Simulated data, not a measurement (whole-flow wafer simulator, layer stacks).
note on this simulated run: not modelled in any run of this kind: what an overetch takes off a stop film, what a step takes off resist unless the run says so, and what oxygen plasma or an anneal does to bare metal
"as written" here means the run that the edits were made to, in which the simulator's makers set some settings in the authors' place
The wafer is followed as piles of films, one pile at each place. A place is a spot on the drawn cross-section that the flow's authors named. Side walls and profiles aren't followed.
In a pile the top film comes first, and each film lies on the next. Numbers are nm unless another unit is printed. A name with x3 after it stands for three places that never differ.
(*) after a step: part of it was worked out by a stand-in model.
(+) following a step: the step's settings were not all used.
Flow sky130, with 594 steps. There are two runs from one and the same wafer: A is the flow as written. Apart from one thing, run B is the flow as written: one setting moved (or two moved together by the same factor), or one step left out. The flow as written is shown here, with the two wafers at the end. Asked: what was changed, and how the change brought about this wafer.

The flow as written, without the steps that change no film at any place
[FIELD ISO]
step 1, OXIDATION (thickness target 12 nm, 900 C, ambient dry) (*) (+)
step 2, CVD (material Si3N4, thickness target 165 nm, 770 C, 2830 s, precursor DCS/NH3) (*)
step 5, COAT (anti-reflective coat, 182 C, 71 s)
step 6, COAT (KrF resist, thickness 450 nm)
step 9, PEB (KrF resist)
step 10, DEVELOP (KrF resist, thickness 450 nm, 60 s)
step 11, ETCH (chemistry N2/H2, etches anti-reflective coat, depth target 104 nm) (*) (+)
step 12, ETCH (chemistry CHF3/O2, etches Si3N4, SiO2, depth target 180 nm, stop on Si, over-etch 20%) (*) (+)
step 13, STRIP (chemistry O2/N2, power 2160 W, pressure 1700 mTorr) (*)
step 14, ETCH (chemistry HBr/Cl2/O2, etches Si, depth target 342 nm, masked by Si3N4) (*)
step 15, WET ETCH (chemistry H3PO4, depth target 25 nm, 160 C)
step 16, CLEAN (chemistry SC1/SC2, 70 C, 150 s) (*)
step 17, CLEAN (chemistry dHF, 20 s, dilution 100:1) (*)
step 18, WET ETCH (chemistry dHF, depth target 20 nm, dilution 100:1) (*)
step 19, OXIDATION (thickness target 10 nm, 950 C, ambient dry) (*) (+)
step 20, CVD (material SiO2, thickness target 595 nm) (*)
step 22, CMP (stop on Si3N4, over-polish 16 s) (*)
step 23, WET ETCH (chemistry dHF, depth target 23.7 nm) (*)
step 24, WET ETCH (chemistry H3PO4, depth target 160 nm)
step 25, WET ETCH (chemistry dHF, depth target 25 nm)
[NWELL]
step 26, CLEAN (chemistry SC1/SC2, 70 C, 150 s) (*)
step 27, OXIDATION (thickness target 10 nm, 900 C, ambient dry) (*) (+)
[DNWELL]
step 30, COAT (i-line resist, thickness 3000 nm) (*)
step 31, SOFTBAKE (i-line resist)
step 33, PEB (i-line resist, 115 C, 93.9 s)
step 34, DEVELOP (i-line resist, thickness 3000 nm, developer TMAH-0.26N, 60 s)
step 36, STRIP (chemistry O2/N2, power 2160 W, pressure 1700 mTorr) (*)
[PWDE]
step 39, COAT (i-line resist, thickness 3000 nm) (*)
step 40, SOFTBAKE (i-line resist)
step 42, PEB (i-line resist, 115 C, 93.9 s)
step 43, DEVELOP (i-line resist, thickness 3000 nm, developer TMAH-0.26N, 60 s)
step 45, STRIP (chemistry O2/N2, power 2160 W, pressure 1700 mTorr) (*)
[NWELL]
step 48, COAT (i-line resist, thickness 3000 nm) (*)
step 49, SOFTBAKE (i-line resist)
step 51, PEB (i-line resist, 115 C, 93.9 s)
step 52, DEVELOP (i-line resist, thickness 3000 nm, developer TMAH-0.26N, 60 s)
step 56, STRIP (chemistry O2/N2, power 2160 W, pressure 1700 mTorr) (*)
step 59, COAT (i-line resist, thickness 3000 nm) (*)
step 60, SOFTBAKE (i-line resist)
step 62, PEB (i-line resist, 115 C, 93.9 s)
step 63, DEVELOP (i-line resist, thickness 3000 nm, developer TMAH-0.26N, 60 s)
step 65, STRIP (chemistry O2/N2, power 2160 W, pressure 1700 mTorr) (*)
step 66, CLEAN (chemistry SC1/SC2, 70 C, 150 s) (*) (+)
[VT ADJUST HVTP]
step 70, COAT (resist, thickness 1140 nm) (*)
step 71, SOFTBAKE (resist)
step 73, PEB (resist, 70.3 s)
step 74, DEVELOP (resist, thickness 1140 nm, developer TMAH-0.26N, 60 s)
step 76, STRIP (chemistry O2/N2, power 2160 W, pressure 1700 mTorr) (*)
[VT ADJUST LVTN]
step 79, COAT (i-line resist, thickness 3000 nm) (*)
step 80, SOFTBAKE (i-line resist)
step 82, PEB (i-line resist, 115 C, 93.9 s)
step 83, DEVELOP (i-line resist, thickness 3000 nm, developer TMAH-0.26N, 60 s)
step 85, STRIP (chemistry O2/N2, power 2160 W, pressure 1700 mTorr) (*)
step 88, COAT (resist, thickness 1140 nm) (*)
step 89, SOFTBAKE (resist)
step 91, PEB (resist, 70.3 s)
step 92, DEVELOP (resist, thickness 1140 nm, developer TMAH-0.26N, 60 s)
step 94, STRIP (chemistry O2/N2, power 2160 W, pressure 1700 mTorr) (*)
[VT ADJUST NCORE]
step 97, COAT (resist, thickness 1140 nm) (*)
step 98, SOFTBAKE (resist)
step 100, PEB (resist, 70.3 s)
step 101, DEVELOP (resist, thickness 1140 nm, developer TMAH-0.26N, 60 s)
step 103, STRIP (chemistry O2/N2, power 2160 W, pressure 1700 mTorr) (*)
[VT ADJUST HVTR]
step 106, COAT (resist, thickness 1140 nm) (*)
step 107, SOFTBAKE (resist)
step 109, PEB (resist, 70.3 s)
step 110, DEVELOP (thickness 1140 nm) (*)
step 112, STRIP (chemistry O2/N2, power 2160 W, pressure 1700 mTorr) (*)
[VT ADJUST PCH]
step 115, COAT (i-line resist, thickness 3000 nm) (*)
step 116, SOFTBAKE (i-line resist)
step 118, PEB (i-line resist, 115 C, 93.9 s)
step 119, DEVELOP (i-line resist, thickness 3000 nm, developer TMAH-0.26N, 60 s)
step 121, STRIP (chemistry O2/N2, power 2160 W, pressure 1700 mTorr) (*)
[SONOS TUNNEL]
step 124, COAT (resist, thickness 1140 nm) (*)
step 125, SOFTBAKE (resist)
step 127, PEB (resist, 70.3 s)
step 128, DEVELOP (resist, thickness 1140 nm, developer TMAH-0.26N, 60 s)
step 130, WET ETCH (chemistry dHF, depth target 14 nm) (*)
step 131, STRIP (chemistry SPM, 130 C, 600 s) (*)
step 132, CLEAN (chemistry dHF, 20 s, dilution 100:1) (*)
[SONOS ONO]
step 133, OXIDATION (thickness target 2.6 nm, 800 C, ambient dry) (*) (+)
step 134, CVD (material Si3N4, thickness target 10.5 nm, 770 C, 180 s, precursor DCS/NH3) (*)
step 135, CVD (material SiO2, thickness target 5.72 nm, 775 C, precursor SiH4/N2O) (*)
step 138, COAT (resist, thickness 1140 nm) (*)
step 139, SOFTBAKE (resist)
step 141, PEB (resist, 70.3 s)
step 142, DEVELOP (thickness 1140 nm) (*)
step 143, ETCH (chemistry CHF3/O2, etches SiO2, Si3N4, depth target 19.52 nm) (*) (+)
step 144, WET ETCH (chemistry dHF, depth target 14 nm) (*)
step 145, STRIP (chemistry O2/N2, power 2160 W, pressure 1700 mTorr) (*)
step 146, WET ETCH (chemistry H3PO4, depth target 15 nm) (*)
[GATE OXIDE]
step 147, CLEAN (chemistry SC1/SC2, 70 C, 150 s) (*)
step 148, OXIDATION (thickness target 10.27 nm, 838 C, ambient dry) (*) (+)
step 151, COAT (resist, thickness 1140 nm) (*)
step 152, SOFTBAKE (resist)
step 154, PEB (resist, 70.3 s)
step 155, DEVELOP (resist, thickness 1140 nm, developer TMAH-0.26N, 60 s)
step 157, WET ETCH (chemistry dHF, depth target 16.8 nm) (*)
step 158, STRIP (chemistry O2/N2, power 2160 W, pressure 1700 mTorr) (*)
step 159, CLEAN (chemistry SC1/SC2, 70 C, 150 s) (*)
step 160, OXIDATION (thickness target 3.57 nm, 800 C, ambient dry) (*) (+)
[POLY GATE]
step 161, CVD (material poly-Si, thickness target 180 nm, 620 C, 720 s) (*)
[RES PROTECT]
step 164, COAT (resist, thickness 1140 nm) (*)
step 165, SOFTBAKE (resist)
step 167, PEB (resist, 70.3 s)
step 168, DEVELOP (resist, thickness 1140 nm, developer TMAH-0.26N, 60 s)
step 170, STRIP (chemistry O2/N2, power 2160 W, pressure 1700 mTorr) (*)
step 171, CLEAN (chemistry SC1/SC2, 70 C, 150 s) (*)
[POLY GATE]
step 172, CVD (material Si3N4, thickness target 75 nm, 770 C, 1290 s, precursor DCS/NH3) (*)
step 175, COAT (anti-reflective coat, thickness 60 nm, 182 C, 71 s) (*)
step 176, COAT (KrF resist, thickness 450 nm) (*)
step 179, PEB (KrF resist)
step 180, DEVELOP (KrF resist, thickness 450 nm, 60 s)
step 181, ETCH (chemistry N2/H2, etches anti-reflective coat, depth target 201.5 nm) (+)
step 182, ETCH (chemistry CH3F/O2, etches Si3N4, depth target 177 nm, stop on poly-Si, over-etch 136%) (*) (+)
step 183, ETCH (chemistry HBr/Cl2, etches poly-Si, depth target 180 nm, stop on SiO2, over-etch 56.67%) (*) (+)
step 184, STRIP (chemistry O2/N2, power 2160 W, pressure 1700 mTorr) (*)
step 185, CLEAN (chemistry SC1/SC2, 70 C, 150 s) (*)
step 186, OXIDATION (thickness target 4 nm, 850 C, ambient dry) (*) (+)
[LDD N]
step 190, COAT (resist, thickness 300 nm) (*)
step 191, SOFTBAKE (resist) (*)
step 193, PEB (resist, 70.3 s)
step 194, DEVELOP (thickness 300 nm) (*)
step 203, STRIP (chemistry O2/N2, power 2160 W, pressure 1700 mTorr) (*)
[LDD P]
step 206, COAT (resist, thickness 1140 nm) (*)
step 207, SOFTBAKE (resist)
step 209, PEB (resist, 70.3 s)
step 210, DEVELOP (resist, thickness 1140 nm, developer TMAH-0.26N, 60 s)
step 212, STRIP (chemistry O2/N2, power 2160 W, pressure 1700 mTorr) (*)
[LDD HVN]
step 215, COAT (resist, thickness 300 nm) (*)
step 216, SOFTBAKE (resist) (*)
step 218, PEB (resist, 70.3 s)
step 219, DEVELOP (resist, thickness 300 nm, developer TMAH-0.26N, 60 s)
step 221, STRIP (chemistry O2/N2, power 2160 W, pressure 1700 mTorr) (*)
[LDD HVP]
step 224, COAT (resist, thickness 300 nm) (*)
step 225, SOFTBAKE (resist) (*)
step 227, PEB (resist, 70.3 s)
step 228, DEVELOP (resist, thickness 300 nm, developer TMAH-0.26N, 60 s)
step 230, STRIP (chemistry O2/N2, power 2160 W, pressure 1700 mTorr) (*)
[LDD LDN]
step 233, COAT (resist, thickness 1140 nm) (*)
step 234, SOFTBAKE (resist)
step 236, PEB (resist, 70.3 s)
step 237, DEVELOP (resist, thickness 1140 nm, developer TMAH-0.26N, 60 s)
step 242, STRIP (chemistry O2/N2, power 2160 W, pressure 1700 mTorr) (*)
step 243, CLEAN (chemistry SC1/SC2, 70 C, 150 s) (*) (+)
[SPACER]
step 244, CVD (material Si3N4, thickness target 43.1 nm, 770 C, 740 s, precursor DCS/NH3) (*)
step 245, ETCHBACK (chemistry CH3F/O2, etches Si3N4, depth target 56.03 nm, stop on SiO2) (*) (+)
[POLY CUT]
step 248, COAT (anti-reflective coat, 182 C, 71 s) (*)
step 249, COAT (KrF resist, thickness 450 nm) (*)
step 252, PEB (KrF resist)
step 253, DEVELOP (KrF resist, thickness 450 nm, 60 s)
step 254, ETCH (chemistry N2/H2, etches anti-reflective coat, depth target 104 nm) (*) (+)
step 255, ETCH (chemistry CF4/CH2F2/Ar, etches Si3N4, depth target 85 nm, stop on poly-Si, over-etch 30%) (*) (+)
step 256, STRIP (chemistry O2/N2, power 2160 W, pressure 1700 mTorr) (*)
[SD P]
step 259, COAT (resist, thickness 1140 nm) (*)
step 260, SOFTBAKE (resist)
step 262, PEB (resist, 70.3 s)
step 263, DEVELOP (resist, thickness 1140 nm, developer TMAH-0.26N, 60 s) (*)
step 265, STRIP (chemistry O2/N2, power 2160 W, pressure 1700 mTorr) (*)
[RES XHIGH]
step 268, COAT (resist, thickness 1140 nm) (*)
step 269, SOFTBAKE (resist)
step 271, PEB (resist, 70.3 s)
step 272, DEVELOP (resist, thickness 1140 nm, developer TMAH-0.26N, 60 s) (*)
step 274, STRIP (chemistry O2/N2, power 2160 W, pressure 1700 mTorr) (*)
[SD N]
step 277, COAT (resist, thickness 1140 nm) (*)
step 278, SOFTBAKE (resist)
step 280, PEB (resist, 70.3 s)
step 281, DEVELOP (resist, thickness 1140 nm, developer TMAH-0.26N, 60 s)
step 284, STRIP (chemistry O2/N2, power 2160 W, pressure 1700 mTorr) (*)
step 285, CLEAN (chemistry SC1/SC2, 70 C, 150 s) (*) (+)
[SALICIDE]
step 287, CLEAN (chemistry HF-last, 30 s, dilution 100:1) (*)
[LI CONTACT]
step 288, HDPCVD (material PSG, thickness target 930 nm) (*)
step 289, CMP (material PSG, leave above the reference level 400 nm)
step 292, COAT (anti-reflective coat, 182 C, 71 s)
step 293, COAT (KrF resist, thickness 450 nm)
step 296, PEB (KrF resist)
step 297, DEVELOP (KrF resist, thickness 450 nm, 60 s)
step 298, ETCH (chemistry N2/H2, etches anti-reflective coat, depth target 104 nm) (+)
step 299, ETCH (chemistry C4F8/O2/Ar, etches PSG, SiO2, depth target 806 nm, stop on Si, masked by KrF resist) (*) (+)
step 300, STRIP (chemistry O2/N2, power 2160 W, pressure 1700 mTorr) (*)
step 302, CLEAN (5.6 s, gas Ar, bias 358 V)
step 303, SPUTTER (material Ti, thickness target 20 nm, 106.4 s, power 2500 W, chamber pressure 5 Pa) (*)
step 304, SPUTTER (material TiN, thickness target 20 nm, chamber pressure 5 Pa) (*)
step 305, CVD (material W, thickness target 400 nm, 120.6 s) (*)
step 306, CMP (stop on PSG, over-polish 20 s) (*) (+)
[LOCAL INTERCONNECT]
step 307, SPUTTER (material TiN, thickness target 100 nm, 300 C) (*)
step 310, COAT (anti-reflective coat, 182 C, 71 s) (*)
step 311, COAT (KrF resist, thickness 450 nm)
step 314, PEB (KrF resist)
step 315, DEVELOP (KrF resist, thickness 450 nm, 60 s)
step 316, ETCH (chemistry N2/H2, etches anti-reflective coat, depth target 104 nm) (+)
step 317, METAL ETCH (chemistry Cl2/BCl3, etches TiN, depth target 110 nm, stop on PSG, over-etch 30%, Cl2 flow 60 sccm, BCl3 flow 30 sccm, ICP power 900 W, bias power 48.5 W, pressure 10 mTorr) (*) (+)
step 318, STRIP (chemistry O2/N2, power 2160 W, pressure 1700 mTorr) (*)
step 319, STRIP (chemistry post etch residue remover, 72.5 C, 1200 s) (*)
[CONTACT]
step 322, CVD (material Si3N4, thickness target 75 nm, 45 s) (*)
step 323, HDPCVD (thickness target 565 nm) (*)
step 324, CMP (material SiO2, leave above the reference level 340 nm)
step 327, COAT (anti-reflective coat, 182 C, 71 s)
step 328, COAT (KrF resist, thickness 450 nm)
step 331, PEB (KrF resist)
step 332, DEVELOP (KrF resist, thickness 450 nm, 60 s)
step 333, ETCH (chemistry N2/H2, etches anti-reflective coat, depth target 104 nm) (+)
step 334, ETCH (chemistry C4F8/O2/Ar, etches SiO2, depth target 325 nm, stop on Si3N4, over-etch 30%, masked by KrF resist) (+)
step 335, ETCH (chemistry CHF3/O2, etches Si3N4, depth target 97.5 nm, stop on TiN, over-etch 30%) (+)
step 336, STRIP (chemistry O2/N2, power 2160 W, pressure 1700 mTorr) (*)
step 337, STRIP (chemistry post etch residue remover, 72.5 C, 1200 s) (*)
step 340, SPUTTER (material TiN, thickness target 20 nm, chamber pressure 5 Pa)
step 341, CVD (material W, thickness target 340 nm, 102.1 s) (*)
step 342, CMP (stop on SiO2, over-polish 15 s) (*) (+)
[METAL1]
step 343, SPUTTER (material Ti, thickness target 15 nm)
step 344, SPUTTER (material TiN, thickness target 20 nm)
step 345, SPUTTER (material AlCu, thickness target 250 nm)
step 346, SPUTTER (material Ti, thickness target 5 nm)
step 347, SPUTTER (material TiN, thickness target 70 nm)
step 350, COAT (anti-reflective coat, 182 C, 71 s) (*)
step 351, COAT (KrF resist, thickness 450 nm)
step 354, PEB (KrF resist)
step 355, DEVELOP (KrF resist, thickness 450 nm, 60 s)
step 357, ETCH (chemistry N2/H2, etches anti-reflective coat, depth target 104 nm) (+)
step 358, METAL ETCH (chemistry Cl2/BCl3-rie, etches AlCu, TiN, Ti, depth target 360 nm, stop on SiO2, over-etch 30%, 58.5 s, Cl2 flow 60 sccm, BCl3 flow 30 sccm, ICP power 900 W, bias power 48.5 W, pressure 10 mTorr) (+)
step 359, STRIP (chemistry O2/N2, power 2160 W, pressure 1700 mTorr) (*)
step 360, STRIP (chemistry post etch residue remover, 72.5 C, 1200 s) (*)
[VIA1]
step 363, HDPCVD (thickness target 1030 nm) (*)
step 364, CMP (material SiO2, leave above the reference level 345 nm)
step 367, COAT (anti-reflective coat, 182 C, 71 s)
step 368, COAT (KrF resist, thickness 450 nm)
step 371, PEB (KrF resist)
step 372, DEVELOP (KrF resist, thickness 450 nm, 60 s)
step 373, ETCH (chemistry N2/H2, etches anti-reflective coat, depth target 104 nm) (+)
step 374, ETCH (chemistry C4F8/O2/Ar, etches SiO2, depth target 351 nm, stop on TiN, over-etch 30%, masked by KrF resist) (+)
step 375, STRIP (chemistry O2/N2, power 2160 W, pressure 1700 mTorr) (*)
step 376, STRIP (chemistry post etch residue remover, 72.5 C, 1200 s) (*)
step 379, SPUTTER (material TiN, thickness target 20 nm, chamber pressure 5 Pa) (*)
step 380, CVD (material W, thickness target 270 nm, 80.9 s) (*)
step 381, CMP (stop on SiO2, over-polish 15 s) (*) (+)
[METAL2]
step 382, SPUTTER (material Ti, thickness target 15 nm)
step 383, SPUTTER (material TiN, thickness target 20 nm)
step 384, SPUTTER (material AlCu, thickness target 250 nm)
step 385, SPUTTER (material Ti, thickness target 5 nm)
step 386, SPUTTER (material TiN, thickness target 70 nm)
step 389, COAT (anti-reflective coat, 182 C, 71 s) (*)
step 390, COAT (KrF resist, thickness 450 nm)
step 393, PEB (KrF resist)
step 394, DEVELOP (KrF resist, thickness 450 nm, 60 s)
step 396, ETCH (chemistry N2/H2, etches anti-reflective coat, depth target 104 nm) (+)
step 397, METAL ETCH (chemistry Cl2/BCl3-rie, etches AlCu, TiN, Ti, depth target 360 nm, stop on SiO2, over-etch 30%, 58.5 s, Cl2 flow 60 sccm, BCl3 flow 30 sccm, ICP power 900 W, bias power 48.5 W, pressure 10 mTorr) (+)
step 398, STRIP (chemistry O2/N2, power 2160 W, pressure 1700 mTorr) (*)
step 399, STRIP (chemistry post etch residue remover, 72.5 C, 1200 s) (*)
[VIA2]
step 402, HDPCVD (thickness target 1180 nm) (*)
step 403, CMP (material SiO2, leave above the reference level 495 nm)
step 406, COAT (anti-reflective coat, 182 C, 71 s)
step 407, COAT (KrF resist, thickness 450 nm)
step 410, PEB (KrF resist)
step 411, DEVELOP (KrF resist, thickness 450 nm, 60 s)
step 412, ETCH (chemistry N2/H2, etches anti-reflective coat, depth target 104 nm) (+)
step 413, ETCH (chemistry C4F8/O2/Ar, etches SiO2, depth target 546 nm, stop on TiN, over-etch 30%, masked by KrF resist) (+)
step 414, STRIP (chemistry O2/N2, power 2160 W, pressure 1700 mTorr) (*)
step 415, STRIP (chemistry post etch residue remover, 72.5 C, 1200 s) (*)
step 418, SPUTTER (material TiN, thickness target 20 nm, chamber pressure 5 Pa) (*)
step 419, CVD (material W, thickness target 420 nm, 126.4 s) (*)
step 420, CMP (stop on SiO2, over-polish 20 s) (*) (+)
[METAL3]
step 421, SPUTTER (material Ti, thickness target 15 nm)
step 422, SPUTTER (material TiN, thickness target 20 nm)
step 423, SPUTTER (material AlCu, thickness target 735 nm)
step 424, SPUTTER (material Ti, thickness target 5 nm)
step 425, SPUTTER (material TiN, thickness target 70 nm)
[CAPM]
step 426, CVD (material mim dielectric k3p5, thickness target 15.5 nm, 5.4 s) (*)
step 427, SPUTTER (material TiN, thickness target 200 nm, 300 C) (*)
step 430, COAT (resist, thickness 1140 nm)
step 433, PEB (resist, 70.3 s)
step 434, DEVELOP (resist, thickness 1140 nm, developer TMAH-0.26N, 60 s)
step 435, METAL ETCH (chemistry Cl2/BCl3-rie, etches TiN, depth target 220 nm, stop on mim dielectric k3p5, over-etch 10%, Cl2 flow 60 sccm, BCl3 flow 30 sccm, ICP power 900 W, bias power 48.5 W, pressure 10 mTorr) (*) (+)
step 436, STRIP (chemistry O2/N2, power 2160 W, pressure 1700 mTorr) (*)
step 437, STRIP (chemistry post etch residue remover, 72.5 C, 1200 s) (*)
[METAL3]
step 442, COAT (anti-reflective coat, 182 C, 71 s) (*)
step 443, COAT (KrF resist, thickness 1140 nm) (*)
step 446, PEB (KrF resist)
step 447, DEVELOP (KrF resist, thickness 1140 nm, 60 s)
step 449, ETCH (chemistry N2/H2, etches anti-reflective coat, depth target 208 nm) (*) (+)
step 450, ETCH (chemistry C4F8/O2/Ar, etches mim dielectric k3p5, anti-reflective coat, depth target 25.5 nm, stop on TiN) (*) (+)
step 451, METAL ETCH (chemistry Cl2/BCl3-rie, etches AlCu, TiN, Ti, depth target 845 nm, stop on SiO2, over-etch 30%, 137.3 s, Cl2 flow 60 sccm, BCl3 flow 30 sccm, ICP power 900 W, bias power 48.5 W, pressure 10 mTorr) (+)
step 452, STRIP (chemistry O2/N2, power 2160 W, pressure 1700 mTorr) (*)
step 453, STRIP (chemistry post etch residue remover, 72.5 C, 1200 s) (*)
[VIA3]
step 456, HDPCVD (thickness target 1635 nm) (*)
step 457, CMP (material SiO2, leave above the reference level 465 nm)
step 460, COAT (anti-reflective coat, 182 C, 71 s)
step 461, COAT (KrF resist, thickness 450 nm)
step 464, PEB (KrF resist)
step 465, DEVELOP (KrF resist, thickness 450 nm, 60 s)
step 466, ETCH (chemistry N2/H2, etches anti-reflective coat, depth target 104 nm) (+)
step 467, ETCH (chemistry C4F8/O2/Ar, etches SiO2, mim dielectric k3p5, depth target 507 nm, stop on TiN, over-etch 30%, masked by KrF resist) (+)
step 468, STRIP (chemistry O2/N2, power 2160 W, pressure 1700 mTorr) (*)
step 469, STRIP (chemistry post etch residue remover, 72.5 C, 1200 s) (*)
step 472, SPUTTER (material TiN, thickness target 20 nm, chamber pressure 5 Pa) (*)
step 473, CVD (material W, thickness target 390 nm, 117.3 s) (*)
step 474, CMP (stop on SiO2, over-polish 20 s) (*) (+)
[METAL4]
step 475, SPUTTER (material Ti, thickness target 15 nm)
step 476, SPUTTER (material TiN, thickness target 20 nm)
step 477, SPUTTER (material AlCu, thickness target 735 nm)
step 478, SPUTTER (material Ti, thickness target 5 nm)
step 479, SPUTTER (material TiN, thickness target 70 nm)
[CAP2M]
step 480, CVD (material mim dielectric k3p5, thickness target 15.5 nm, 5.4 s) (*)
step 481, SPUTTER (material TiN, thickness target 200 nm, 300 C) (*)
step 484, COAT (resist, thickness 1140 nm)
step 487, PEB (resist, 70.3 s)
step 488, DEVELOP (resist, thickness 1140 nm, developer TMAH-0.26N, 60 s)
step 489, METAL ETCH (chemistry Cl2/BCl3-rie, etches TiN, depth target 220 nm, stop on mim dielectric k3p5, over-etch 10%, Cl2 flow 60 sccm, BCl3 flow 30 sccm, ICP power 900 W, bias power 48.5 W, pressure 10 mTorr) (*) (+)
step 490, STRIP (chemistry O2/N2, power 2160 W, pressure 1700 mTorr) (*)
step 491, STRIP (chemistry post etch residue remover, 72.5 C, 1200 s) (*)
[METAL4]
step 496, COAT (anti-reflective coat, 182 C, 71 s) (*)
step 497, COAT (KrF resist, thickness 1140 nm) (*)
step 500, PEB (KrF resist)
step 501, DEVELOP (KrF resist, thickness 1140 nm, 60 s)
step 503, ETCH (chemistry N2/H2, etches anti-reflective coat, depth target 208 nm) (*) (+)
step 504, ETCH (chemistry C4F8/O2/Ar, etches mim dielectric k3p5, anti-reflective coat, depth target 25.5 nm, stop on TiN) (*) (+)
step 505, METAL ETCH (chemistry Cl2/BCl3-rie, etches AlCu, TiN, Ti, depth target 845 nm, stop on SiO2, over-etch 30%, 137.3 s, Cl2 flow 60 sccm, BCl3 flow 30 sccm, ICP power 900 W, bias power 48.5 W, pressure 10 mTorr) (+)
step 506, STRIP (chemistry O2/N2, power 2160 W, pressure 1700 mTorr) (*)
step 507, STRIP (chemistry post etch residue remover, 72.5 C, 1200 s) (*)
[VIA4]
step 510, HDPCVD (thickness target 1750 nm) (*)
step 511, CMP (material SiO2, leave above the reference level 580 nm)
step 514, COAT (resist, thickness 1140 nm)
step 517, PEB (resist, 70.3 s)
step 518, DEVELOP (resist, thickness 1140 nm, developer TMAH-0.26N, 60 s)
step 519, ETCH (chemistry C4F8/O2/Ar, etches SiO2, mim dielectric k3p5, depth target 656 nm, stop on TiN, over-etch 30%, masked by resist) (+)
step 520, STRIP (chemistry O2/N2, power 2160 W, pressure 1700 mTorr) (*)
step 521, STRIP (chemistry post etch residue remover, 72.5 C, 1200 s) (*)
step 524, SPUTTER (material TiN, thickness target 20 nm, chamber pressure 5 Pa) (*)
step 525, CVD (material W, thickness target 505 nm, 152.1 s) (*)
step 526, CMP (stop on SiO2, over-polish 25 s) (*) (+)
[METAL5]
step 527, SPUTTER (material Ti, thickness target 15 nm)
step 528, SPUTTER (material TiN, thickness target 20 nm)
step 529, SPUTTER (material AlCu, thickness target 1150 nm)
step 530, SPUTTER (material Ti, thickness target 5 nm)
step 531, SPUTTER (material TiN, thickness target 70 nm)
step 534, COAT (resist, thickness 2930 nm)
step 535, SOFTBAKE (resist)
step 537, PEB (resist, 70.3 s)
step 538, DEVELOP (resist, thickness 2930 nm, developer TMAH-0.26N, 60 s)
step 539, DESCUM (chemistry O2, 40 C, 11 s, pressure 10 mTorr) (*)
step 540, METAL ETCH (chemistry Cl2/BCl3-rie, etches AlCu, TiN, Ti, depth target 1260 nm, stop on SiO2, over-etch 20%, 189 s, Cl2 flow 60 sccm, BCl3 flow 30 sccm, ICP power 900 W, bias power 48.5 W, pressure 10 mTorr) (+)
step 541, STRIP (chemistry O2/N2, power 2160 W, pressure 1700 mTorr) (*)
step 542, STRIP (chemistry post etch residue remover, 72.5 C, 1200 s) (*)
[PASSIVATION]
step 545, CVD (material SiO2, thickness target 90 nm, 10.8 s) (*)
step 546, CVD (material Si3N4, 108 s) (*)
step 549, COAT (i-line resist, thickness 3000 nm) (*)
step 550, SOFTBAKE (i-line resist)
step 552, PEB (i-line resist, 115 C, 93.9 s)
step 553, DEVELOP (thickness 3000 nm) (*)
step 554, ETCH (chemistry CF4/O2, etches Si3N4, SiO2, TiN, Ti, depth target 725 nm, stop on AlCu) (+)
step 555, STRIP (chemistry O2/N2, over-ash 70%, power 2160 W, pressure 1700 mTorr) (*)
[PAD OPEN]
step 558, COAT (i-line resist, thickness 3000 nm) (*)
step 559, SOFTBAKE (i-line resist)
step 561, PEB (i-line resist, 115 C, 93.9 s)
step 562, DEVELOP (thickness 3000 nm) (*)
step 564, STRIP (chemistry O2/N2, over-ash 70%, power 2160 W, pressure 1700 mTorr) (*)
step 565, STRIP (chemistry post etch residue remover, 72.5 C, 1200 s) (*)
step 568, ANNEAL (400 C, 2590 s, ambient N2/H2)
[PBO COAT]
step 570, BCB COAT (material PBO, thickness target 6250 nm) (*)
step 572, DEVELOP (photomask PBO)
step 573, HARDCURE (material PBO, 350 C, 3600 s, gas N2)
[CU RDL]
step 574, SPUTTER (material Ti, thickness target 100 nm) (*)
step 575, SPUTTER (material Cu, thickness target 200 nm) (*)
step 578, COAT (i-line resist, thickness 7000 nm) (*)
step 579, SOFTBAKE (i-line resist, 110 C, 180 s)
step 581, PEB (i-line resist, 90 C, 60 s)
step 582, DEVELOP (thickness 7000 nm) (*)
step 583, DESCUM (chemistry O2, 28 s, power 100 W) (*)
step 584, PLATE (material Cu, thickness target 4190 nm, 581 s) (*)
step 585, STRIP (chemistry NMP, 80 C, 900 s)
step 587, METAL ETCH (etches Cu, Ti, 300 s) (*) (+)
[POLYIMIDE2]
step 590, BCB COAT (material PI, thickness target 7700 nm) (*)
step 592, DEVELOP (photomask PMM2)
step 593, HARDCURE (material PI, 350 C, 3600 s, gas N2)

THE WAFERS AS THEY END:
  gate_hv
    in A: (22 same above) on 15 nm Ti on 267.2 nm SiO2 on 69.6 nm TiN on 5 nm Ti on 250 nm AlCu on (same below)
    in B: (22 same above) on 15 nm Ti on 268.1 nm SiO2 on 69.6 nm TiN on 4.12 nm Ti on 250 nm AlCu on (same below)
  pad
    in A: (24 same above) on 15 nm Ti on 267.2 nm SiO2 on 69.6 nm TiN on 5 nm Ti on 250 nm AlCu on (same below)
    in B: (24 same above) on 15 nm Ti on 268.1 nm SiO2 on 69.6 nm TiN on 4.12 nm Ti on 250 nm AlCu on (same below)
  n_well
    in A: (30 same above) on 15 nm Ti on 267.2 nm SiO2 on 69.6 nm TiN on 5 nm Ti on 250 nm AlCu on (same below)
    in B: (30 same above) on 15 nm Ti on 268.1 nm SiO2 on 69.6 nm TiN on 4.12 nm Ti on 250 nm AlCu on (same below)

Cause: step 346, SPUTTER: thickness target 4.12 nm was run, whereas the flow has thickness target 5 nm.
The wafer itself shows it: gate_hv has Ti 4.12, and step 346 as written asks for 5 nm.

Step by step, how the change led to this:
  step 346, SPUTTER (material Ti, thickness target 5 nm)
      field, active, n_well and 188 more: A Ti gains 5 (new film) | B Ti gains 4.12 (new film)
  step 358, METAL ETCH (chemistry Cl2/BCl3-rie, etches AlCu, TiN, Ti, depth target 360 nm, stop on SiO2, over-etch 30%, 58.5 s, Cl2 flow 60 sccm, BCl3 flow 30 sccm, ICP power 900 W, bias power 48.5 W, pressure 10 mTorr) (+)
      field, active, gate and 81 more: A TiN loses 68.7 (all of it), Ti loses 5 (all of it), AlCu loses 250 (all of it), TiN loses 20 (all of it), Ti loses 15 (all of it), SiO2 loses 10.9 | B TiN loses 68.7 (all of it), Ti loses 4.12 (all of it), AlCu loses 250 (all of it), TiN loses 20 (all of it), Ti loses 15 (all of it), SiO2 loses 11
